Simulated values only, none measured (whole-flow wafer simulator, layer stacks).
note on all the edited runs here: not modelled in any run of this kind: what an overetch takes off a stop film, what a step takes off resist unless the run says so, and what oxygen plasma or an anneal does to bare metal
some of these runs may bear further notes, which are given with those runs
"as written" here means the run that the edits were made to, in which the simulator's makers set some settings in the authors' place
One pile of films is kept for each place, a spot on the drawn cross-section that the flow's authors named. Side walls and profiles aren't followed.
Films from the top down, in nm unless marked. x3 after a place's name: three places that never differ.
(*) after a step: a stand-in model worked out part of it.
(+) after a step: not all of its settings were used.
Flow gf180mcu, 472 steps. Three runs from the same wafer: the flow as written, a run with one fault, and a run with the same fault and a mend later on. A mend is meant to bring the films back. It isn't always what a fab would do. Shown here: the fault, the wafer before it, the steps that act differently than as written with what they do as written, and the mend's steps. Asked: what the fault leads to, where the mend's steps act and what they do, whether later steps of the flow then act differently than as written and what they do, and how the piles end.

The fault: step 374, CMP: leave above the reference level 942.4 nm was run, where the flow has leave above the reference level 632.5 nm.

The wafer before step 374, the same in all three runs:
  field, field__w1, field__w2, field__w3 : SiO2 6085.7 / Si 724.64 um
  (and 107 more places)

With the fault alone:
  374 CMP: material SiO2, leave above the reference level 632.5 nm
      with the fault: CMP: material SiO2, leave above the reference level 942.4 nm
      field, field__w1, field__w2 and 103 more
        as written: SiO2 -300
        with the fault: nothing
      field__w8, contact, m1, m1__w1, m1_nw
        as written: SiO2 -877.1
        with the fault: SiO2 -567.2
  Later steps of the flow that act differently than as written (14 more steps differ only slightly, by at most 2% or 0.5 nm, whichever is larger, and aren't shown):
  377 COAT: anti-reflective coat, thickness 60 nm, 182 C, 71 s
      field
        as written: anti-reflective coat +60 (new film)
        with the fault: anti-reflective coat +63.8 (new film)
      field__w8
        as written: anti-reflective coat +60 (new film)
        with the fault: anti-reflective coat +54.2 (new film)
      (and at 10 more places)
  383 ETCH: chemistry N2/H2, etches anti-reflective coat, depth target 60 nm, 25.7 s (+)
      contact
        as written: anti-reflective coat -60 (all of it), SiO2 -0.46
        with the fault: anti-reflective coat -54.1 (all of it), SiO2 -0.61
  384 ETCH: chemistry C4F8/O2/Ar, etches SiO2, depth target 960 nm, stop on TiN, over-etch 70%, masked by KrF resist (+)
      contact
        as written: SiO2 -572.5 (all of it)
        with the fault: SiO2 -882.2 (all of it)
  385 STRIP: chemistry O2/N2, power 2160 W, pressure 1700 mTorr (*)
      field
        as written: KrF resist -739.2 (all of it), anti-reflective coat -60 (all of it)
        with the fault: KrF resist -737.1 (all of it), anti-reflective coat -63.8 (all of it)
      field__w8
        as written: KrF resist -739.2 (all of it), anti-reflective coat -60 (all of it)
        with the fault: KrF resist -738.3 (all of it), anti-reflective coat -54.2 (all of it)
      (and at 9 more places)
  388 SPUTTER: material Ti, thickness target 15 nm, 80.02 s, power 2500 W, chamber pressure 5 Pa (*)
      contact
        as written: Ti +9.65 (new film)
        with the fault: Ti +8.11 (new film)
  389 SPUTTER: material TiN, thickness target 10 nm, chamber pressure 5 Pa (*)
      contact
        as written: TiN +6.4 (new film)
        with the fault: TiN +5.38 (new film)
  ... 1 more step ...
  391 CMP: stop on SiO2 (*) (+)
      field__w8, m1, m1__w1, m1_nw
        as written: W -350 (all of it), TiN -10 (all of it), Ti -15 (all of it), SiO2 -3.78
        with the fault: W -350 (all of it), TiN -10 (all of it), Ti -15 (all of it), SiO2 -4.29
  At the end the piles differ from the flow's by more than 2% or 0.5 nm, whichever is larger, at field, field__w1, field__w2 and 109 more.
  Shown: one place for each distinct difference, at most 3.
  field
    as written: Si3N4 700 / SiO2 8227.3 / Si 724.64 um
    with the fault: Si3N4 700 / SiO2 8527.3 / Si 724.64 um
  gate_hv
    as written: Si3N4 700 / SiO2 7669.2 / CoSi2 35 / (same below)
    with the fault: Si3N4 700 / SiO2 7969.2 / CoSi2 35 / (same below)
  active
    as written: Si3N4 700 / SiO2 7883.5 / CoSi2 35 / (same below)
    with the fault: Si3N4 700 / SiO2 8183.5 / CoSi2 35 / (same below)

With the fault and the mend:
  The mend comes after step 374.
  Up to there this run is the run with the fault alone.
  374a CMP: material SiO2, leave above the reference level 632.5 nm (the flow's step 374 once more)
      field, field__w1, field__w2 and 103 more
        SiO2 -300
      field__w8, contact, m1, m1__w1, m1_nw
        SiO2 -309.9
  No later step of the flow acts differently than as written at any place that is followed.
  At the end the piles are the same as the flow's at every place that both follow.
